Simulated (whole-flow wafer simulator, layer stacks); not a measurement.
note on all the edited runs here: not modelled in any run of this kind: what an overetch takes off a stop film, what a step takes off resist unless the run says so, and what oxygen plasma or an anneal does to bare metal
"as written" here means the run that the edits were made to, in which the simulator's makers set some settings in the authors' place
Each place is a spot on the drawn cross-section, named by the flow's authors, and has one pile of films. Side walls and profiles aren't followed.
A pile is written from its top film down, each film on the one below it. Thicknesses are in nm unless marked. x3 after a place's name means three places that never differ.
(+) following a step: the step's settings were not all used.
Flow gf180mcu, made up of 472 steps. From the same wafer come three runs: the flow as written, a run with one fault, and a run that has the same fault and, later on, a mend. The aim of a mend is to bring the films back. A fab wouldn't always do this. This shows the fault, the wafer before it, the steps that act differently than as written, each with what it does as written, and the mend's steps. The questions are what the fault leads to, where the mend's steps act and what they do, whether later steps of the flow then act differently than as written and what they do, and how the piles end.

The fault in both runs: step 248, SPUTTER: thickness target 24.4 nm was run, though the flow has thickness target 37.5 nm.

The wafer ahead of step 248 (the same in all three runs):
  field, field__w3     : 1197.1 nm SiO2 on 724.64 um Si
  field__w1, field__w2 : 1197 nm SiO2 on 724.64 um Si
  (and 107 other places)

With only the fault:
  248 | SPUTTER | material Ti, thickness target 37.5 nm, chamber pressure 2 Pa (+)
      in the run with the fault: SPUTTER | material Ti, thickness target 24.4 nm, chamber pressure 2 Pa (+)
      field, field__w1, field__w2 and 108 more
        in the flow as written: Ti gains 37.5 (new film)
        in the run with the fault: Ti gains 24.4 (new film)
  Steps further on in the flow that do not act as written:
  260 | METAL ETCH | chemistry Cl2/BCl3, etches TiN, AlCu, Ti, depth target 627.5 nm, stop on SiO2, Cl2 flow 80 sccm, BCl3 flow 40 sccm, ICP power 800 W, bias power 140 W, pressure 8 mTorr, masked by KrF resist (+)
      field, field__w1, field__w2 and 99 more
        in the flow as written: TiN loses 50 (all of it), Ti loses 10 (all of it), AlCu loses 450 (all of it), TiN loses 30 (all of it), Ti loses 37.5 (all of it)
        in the run with the fault: TiN loses 50 (all of it), Ti loses 10 (all of it), AlCu loses 450 (all of it), TiN loses 30 (all of it), Ti loses 24.4 (all of it)
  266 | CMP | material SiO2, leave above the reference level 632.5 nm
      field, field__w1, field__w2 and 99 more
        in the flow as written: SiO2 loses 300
        in the run with the fault: SiO2 loses 313.1
  By the end, the piles at field__w8, contact, m1 and 6 more depart from the flow's by more than 2% or 0.5 nm, whichever is larger.
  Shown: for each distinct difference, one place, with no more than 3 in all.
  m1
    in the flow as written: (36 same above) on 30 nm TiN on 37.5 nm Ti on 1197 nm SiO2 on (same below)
    in the run with the fault: (36 same above) on 30 nm TiN on 24.4 nm Ti on 1197 nm SiO2 on (same below)
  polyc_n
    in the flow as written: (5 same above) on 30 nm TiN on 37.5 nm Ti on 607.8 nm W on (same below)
    in the run with the fault: (5 same above) on 30 nm TiN on 24.4 nm Ti on 607.8 nm W on (same below)
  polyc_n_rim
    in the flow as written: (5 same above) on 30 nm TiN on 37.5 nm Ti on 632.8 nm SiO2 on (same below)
    in the run with the fault: (5 same above) on 30 nm TiN on 24.4 nm Ti on 632.8 nm SiO2 on (same below)

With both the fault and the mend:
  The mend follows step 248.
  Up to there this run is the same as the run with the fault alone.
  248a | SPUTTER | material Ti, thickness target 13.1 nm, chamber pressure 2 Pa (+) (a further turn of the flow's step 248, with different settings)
      field, field__w1, field__w2 and 108 more
        Ti gains 13.1
  Later steps of the flow that are run all act as written at every place that is followed.
  At every place that both follow, the piles at the end match the flow's.
